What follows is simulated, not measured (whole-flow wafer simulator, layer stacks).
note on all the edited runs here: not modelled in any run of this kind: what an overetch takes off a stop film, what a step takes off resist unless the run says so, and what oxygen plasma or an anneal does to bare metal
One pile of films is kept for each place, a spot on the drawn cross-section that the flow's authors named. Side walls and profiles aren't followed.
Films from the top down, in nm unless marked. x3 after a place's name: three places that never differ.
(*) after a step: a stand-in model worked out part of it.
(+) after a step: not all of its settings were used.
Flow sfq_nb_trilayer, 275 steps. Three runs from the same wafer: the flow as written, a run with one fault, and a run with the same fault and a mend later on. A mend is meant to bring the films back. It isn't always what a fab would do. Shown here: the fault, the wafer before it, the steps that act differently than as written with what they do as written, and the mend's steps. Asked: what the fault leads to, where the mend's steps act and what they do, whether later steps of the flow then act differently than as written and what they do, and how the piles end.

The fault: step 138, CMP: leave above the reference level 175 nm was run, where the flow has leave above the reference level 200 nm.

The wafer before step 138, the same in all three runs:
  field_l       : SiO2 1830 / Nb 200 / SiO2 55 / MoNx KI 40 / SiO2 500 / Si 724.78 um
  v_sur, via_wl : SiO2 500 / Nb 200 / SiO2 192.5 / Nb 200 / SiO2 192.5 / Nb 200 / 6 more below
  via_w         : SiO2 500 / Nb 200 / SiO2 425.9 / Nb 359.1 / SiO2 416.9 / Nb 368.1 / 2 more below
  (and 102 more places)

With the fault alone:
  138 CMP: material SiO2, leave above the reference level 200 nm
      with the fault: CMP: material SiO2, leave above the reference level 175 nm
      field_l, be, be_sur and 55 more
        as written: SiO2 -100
        with the fault: SiO2 -125
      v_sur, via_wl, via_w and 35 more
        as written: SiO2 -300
        with the fault: SiO2 -325
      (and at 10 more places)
  Later steps of the flow that act differently than as written (6 more steps differ only slightly, by at most 2% or 0.5 nm, whichever is larger, and aren't shown):
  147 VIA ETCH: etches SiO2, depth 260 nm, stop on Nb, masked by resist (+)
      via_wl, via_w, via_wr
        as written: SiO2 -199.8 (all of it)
        with the fault: SiO2 -174.8 (all of it)
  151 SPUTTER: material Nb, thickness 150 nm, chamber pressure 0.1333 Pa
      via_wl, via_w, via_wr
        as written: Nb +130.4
        with the fault: Nb +133.3
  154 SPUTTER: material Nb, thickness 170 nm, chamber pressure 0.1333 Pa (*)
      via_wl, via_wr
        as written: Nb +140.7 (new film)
        with the fault: Nb +145 (new film)
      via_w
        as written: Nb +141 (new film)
        with the fault: Nb +145.4 (new film)
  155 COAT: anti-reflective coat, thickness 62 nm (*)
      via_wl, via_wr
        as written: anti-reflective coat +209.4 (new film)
        with the fault: anti-reflective coat +185.1 (new film)
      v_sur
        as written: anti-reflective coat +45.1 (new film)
        with the fault: anti-reflective coat +46.3 (new film)
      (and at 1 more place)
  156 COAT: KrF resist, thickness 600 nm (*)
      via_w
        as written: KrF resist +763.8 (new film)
        with the fault: KrF resist +740.1 (new film)
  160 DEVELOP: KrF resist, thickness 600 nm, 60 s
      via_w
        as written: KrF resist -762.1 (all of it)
        with the fault: KrF resist -738.5 (all of it)
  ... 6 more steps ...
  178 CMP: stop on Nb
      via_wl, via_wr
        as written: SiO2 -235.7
        with the fault: SiO2 -263.6
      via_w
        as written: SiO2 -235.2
        with the fault: SiO2 -263.1
  At the end the piles differ from the flow's by more than 2% or 0.5 nm, whichever is larger, at v_sur, via_wl, via_w and 18 more.
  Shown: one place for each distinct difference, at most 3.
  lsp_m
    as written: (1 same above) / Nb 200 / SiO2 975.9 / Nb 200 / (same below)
    with the fault: (1 same above) / Nb 200 / SiO2 950.9 / Nb 200 / (same below)
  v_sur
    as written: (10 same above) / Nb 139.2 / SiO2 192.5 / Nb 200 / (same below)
    with the fault: (10 same above) / Nb 139.2 / SiO2 167.5 / Nb 200 / (same below)
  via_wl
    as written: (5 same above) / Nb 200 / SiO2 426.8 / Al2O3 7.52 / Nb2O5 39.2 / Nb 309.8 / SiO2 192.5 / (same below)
    with the fault: (5 same above) / Nb 200 / SiO2 398.9 / Al2O3 7.6 / Nb2O5 39 / Nb 312.8 / SiO2 192.5 / (same below)

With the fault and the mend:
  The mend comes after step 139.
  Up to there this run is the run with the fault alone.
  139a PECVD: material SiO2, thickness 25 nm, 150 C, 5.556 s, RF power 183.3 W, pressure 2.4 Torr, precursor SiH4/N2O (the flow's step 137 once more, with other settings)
      field_l, v_sur, via_wl and 103 more
        SiO2 +25
  No later step of the flow acts differently than as written, at any place that is followed, by more than 2% or 0.5 nm, whichever is larger.
  At the end the piles differ from the flow's only slightly at the places that both follow, by at most 2% or 0.5 nm, whichever is larger.
